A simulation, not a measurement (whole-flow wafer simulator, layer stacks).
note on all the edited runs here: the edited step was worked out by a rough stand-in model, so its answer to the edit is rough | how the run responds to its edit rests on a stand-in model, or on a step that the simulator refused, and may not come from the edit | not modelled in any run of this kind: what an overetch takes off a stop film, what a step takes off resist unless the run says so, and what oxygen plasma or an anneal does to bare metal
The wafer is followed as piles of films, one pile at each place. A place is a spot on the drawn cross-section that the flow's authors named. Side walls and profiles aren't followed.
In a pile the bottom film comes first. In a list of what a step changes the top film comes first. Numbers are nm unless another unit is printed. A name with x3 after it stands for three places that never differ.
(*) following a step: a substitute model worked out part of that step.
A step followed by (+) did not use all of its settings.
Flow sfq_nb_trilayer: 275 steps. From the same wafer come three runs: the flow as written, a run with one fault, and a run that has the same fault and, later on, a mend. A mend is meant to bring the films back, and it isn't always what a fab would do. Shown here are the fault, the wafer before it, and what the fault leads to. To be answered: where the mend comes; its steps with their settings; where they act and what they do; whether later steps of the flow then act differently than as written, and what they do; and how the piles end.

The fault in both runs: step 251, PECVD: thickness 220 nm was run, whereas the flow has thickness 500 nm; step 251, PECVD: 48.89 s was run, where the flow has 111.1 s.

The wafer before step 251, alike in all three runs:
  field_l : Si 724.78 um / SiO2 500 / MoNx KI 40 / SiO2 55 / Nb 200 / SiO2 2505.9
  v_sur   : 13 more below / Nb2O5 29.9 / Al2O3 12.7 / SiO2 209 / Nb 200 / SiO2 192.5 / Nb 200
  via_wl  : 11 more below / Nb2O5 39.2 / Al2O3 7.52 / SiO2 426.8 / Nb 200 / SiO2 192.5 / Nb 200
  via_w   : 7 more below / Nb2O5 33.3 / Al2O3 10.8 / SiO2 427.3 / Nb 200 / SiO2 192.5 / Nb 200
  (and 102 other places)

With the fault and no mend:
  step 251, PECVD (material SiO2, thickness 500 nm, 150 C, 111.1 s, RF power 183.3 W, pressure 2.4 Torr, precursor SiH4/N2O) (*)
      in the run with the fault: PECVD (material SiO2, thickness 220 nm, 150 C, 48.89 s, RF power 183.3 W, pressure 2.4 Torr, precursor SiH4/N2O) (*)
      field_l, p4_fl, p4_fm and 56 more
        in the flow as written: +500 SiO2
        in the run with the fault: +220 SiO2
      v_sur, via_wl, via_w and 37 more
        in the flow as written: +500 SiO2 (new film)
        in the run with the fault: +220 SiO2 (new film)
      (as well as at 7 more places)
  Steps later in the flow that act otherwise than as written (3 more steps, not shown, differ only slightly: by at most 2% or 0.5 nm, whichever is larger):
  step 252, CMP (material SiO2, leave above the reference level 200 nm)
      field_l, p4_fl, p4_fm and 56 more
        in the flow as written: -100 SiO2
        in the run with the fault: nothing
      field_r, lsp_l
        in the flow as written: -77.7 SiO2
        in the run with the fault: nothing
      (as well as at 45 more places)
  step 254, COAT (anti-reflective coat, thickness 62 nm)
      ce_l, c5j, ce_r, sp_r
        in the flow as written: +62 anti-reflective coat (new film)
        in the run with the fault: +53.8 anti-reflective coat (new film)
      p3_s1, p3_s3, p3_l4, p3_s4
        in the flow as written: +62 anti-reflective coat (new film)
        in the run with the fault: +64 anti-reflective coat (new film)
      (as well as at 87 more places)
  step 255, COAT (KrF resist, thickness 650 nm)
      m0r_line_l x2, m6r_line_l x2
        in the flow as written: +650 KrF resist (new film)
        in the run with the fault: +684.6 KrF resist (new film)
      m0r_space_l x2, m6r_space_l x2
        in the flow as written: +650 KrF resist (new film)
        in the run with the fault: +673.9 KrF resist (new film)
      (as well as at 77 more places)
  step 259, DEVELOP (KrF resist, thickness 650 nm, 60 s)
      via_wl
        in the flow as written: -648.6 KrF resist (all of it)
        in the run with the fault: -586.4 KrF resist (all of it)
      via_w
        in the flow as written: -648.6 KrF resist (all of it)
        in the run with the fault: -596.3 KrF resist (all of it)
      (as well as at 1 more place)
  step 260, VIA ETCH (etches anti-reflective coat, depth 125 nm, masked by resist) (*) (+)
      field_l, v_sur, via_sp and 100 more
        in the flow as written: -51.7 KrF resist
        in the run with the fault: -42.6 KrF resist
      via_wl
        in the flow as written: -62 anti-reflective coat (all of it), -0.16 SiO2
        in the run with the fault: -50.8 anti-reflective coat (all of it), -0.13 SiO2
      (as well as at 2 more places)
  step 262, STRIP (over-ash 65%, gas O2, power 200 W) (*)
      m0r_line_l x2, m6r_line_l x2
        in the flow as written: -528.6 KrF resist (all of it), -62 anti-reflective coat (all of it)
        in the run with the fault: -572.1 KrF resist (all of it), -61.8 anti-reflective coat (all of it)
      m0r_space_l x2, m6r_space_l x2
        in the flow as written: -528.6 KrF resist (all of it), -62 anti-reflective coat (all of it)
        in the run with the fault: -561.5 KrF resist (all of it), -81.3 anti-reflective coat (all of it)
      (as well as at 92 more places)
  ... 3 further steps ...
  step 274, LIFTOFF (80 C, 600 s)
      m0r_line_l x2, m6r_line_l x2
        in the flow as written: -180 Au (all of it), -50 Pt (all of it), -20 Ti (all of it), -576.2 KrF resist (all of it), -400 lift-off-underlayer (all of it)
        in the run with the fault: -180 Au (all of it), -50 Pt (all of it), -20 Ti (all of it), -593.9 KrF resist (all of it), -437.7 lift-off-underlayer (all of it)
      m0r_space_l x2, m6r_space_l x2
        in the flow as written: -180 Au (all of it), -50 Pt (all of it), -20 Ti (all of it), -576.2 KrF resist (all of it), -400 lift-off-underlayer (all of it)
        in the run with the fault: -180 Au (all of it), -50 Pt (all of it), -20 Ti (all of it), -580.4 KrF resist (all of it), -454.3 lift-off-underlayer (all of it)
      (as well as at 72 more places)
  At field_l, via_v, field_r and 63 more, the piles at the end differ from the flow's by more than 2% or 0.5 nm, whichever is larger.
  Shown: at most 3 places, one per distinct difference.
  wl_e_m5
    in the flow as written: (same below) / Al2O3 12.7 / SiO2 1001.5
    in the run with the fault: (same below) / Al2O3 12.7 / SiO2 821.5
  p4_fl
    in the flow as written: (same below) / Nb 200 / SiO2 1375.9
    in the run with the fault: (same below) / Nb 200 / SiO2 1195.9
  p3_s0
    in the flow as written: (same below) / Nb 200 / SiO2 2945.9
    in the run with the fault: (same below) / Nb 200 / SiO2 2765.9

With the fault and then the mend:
  After step 251 comes the mend.
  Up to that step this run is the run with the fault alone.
  step 251a, PECVD (material SiO2, thickness 280 nm, 150 C, 62.22 s, RF power 183.3 W, pressure 2.4 Torr, precursor SiH4/N2O) (*) (the flow's step 251 again, with other settings)
      field_l, v_sur, via_wl and 98 more
        +280 SiO2
      field_r, lsp_l
        +268.5 SiO2
      l0_sur, l0v
        +273.6 SiO2
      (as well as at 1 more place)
  Steps later in the flow that act otherwise than as written:
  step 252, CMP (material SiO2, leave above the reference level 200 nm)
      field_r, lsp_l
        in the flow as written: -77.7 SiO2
        in the run with the mend: -80.1 SiO2
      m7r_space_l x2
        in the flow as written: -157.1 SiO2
        in the run with the mend: -100 SiO2
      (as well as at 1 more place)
  At every place that both follow, the piles at the end match the flow's.
